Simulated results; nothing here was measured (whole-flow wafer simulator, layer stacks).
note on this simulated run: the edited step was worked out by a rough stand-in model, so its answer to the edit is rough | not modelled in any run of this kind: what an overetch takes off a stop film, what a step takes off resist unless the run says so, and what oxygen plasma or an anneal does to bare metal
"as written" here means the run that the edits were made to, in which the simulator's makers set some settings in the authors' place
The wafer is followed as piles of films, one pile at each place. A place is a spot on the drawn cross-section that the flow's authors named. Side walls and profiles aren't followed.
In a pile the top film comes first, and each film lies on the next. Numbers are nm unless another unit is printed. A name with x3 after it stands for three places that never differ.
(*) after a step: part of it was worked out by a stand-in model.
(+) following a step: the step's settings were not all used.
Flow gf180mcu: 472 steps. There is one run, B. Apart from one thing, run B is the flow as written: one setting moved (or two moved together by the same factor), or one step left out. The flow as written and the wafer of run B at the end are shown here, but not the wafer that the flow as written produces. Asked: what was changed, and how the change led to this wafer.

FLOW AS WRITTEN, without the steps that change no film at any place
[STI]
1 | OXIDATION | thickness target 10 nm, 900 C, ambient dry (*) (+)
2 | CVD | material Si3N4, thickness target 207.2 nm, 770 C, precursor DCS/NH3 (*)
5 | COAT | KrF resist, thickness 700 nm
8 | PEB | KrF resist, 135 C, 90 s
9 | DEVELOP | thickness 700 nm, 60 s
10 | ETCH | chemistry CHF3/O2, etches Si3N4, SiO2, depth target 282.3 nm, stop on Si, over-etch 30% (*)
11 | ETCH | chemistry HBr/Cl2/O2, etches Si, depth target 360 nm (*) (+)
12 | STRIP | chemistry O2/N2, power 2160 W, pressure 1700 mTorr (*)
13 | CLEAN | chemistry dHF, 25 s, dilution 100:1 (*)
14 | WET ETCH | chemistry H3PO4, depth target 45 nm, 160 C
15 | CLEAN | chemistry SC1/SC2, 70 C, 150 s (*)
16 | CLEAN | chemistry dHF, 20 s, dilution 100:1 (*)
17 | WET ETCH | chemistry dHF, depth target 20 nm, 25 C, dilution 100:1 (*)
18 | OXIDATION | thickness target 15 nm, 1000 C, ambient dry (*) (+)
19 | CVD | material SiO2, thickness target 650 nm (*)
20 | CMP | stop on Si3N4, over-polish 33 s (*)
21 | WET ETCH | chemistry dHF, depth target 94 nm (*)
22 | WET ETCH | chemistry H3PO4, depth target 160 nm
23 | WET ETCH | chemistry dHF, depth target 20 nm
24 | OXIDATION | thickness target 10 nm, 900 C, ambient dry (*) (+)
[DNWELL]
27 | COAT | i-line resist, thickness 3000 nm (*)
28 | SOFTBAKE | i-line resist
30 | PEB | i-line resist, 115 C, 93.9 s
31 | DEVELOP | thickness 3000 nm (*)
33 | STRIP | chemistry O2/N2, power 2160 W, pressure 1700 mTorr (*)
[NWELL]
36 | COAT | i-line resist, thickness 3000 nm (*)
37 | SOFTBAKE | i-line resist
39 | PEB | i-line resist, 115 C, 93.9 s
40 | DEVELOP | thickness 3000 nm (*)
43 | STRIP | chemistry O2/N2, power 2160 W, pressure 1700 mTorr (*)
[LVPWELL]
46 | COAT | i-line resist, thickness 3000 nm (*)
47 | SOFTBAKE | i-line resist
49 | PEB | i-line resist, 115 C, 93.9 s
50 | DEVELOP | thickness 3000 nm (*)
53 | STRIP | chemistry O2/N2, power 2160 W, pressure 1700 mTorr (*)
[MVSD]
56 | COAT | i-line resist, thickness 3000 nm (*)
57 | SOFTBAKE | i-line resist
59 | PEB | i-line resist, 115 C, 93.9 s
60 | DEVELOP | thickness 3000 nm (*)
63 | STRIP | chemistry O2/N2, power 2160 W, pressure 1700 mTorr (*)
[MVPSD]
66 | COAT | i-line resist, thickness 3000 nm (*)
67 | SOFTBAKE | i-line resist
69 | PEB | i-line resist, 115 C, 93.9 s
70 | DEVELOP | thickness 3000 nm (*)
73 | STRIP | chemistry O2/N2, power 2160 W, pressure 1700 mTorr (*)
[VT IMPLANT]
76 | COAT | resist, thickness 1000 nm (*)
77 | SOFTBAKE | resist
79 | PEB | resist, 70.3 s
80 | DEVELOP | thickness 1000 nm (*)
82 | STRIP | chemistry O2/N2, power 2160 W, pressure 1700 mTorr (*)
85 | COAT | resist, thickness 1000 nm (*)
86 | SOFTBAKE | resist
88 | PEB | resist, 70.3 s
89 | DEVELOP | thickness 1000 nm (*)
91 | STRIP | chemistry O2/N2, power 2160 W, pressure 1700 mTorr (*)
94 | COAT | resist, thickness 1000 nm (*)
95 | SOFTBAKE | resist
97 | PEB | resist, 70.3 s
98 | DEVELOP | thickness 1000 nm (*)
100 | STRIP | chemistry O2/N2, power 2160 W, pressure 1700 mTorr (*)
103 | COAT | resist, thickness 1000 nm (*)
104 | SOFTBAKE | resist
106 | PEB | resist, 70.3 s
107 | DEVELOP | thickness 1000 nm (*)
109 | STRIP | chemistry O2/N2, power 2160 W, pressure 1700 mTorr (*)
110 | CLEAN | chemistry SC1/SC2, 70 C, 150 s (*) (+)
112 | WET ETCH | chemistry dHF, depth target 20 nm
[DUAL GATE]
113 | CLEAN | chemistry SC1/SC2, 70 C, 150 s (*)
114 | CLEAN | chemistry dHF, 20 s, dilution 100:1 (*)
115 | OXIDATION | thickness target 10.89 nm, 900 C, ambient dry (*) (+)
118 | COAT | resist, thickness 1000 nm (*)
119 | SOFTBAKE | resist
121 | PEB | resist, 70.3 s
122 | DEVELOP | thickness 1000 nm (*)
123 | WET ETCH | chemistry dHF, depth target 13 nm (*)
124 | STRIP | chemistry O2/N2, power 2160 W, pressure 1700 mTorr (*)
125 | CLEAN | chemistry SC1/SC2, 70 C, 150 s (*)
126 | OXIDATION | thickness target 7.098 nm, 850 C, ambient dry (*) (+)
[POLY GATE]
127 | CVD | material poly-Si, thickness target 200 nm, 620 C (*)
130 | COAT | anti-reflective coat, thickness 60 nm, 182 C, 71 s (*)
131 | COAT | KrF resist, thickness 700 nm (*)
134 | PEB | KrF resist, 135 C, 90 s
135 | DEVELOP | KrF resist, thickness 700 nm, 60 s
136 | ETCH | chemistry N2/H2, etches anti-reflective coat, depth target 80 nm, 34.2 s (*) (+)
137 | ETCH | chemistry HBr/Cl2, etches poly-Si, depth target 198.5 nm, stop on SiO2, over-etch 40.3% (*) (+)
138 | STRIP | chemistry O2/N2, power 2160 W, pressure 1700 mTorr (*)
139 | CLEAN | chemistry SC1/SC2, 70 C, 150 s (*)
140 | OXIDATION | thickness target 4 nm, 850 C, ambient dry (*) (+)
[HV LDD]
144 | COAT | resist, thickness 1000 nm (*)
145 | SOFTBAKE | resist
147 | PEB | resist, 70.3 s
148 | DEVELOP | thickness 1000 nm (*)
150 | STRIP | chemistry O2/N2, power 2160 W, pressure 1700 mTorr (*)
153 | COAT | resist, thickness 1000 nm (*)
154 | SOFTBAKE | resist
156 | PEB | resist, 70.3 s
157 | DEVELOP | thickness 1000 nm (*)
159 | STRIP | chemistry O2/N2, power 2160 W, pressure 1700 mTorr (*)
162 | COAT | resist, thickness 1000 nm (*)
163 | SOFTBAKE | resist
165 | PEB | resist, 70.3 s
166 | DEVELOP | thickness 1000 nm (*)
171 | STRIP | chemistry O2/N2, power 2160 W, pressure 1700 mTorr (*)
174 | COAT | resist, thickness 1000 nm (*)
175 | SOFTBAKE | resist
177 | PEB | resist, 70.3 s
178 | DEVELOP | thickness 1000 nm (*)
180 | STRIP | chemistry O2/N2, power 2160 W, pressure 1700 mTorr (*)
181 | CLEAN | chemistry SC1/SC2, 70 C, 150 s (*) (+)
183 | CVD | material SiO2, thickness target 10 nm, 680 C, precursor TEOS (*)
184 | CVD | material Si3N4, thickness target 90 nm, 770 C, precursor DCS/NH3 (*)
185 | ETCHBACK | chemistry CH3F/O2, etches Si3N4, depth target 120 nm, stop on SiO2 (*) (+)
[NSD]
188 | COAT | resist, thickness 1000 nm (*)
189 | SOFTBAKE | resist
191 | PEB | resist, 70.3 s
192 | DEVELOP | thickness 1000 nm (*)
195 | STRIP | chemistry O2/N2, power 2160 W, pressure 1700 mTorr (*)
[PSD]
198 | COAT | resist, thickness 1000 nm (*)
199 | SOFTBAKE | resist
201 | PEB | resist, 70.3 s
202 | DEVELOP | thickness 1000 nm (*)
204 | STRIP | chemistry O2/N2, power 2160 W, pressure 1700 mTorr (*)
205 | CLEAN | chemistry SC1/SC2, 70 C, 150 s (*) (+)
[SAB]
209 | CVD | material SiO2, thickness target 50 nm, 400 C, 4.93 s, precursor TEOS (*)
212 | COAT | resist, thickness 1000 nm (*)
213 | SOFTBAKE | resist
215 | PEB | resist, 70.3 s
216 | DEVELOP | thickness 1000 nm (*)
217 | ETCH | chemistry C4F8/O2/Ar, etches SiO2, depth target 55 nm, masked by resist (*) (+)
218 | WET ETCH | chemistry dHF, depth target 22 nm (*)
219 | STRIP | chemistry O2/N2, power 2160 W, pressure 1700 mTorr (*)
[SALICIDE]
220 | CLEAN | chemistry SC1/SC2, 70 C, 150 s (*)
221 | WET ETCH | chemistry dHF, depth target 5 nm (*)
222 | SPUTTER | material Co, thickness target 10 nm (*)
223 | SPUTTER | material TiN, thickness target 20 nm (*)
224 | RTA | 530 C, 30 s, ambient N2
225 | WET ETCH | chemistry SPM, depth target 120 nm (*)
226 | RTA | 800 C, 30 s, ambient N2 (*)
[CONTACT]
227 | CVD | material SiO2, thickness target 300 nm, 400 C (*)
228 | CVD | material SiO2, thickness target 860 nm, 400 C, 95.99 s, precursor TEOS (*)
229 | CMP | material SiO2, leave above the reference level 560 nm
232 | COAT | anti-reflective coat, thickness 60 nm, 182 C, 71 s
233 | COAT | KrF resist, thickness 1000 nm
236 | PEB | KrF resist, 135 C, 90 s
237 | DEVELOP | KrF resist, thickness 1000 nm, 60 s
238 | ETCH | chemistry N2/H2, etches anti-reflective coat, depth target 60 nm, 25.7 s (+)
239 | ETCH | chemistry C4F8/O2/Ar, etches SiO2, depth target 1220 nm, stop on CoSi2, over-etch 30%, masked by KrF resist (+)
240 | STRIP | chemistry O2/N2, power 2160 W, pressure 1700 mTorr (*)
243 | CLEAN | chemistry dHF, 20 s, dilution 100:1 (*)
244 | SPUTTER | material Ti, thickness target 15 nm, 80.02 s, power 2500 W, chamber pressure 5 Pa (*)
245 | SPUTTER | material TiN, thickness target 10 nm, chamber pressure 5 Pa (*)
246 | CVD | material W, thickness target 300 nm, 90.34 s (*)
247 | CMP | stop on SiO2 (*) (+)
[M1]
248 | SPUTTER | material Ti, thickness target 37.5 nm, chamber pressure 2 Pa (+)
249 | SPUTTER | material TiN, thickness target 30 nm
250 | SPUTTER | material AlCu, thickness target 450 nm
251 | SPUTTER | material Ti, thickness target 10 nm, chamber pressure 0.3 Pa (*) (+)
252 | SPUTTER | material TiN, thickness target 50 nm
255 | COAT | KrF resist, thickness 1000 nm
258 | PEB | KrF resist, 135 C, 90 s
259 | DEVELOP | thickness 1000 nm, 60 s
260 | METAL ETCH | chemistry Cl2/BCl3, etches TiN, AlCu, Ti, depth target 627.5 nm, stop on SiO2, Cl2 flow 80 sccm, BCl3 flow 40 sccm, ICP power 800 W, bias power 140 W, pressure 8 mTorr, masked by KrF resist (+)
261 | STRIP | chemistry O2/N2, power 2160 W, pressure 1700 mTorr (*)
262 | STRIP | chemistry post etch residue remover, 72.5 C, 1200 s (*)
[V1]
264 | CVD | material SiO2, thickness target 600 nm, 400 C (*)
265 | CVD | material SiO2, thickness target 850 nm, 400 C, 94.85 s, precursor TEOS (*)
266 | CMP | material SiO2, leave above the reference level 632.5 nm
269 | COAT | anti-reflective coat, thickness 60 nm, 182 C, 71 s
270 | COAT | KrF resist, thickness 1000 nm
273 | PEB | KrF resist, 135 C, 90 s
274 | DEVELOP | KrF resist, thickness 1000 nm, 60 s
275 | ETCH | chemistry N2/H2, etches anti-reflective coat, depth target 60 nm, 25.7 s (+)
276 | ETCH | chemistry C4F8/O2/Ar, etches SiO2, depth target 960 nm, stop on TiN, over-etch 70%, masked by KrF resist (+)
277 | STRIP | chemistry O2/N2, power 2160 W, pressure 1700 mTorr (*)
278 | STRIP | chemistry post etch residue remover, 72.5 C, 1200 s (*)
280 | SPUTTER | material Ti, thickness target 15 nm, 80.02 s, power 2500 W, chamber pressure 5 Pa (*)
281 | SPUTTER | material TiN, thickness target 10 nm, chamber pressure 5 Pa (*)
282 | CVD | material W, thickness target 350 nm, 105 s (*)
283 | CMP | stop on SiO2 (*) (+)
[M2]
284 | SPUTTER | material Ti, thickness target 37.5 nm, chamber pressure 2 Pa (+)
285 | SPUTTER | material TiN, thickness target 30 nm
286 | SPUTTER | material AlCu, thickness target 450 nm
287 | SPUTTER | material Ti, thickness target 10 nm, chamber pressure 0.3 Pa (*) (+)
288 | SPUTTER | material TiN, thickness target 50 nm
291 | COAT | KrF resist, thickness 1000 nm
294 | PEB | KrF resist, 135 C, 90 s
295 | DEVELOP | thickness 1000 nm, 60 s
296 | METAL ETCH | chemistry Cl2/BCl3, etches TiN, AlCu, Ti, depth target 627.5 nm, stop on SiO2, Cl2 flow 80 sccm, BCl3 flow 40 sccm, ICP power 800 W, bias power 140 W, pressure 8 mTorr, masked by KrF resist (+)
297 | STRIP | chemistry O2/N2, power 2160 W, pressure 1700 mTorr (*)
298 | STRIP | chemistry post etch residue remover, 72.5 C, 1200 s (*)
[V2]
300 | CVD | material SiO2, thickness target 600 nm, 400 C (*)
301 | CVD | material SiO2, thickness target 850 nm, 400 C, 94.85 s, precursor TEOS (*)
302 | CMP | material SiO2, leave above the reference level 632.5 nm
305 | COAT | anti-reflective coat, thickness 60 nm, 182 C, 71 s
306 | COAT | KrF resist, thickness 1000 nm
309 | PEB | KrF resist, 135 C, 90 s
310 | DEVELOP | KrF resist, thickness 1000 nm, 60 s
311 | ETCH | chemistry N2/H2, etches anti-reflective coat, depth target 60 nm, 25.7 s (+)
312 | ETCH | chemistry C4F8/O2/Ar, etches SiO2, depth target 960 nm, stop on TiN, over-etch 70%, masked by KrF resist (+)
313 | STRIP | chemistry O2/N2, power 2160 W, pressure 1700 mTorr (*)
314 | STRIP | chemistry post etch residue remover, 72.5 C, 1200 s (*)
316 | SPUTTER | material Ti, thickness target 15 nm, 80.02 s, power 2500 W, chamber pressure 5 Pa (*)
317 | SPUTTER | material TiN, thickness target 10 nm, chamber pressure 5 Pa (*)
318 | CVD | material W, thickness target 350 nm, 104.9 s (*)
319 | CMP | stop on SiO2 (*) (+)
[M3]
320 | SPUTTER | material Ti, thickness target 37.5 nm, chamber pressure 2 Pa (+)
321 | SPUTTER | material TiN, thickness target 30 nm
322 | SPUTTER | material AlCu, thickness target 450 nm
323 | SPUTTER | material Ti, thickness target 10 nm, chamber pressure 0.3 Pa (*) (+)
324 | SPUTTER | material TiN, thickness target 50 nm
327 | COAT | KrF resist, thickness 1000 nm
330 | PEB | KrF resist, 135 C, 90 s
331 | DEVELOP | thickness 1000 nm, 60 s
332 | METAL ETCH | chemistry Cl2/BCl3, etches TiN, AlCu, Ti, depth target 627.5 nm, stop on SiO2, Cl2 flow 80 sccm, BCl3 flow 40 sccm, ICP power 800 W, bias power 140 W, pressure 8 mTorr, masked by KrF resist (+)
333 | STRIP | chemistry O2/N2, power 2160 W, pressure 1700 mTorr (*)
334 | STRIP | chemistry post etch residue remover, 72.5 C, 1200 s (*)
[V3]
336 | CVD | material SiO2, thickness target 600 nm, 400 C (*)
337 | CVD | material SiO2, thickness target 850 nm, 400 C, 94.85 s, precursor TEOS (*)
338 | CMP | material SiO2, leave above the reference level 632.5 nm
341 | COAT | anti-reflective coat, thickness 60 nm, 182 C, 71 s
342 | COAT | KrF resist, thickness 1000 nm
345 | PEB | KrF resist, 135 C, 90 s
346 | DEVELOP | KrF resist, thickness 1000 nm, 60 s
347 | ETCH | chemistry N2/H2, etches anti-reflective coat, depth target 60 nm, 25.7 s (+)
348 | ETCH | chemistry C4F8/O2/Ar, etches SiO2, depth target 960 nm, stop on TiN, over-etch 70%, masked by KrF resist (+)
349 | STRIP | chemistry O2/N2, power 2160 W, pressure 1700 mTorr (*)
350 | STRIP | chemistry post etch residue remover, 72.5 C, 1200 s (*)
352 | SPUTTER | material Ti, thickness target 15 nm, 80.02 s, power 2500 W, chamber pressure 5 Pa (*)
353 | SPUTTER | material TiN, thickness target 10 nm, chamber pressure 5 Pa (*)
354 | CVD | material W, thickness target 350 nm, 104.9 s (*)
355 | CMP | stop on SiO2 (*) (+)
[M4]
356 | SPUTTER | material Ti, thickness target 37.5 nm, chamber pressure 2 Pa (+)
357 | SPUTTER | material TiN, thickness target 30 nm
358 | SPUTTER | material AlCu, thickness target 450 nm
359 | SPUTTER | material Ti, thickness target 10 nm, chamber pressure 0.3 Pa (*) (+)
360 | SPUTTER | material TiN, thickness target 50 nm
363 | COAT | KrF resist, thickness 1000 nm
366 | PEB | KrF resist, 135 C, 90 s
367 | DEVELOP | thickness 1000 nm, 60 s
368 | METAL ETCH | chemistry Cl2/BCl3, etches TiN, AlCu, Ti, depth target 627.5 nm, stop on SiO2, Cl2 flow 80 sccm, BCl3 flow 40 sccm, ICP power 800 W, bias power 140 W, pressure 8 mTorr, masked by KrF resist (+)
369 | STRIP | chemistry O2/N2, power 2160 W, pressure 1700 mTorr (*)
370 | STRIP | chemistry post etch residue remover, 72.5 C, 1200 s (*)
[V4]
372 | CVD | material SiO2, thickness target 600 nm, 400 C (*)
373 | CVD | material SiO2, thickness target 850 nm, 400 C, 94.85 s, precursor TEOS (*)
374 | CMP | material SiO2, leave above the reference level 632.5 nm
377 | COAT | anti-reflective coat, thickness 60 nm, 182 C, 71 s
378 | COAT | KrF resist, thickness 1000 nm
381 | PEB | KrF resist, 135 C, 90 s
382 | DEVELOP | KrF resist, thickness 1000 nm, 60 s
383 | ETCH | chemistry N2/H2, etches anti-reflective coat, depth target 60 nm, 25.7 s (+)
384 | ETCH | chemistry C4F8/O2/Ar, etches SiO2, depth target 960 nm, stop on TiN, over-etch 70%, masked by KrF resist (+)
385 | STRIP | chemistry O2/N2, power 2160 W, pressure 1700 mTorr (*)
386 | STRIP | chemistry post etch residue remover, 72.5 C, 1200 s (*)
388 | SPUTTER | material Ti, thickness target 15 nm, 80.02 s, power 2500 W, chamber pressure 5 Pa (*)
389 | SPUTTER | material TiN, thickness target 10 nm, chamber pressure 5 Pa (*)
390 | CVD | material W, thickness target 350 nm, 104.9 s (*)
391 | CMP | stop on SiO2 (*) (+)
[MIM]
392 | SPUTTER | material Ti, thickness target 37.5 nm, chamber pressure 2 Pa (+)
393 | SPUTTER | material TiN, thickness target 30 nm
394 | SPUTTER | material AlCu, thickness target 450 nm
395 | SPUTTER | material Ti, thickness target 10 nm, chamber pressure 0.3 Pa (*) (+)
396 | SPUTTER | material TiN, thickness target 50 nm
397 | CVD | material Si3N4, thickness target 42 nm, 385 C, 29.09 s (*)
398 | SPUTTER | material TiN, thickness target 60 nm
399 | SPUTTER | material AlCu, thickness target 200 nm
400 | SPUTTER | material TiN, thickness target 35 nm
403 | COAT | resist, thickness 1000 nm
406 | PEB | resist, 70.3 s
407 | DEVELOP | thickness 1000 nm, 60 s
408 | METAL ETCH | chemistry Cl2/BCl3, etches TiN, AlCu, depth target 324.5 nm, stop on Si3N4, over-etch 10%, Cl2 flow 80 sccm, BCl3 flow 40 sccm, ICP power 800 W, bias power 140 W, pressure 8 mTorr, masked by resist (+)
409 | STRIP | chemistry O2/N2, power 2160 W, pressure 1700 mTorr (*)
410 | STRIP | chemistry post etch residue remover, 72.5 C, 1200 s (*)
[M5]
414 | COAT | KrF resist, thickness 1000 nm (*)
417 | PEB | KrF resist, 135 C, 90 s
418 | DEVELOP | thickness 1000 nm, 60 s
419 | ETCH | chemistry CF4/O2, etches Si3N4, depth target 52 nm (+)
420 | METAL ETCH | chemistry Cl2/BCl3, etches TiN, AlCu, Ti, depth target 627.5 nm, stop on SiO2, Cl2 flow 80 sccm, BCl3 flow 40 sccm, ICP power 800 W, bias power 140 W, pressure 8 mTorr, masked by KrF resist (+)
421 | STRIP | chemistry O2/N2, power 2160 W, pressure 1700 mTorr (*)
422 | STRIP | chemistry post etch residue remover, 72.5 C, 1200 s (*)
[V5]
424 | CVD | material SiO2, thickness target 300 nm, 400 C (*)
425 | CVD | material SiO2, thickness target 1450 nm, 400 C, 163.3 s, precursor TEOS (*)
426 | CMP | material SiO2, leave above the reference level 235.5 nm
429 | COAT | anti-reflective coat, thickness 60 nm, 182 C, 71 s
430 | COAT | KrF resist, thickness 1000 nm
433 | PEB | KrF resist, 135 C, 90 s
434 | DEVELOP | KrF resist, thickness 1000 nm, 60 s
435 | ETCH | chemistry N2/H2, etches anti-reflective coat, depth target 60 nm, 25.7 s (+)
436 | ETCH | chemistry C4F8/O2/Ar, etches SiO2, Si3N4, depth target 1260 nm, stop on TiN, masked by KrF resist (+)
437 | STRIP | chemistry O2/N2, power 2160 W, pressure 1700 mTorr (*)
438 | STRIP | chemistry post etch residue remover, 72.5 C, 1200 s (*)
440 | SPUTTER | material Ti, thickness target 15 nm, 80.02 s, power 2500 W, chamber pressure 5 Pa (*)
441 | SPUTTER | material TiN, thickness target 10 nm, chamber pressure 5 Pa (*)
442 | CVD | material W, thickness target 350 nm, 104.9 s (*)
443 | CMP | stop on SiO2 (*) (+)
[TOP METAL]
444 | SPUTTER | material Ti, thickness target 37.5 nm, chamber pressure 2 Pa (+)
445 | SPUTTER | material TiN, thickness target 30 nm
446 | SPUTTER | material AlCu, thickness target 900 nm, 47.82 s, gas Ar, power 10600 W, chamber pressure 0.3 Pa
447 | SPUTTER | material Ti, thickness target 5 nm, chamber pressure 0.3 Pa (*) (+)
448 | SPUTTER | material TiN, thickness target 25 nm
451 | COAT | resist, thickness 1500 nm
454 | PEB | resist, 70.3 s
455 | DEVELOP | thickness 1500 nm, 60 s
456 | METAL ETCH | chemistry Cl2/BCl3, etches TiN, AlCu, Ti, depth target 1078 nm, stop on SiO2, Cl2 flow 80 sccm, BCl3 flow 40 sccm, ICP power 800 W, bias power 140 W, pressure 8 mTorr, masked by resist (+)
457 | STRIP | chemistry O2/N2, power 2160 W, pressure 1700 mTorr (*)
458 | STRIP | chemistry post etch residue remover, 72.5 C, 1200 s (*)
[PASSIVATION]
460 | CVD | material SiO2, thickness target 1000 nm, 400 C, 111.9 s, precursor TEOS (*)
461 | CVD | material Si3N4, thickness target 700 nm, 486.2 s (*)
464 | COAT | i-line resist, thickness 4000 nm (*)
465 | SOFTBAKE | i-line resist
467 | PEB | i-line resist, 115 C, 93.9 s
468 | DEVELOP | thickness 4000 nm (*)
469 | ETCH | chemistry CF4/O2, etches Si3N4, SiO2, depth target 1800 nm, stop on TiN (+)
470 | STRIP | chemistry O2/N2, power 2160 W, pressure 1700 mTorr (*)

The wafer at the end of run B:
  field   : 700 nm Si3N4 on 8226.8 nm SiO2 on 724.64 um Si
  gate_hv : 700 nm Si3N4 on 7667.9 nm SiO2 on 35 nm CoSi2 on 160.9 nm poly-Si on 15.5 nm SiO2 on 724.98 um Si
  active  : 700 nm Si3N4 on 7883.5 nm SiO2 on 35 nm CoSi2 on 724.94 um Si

The reason: step 126, OXIDATION: thickness target 8.518 nm was run, though the flow has thickness target 7.098 nm.

Step by step, how the change led to this:
  126 | OXIDATION | thickness target 7.098 nm, 850 C, ambient dry (*) (+)
      gate_hv, active_hv, active_nat and 25 more: SiO2 gains 4.93, Si loses 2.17 (in the flow as written it would be: SiO2 gains 3.72, Si loses 1.64)
      active, n_well, p_well and 12 more: SiO2 gains 8.52 (new film), chemical SiO2 loses 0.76 (all of it), Si loses 3.41 (in the flow as written it would be: SiO2 gains 7.1 (new film), chemical SiO2 loses 0.76 (all of it), Si loses 2.79)
  189 | SOFTBAKE | resist
      nw_enc_fld_lv__w3: resist loses 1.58 (in the flow as written it would be: resist gains 2.11)
  199 | SOFTBAKE | resist
      nw_enc_fld_lv__w3: resist loses 1.58 (in the flow as written it would be: resist gains 2.11)
  218 | WET ETCH | chemistry dHF, depth target 22 nm (*)
      active, p_well, sd_n, iso_ptap_pw, iso_ntap_nw, iso_ptap_sub, vpnp_e: SiO2 loses 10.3 (all of it) (in the flow as written it would be: SiO2 loses 9.01 (all of it))
      ldn_tap, ldn_src, ldn_drn, ldp_tap, ldp_src, ldp_drn, ldp_gr: SiO2 loses 17.1 (all of it) (in the flow as written it would be: SiO2 loses 16 (all of it))
      (as well as at 9 more places)
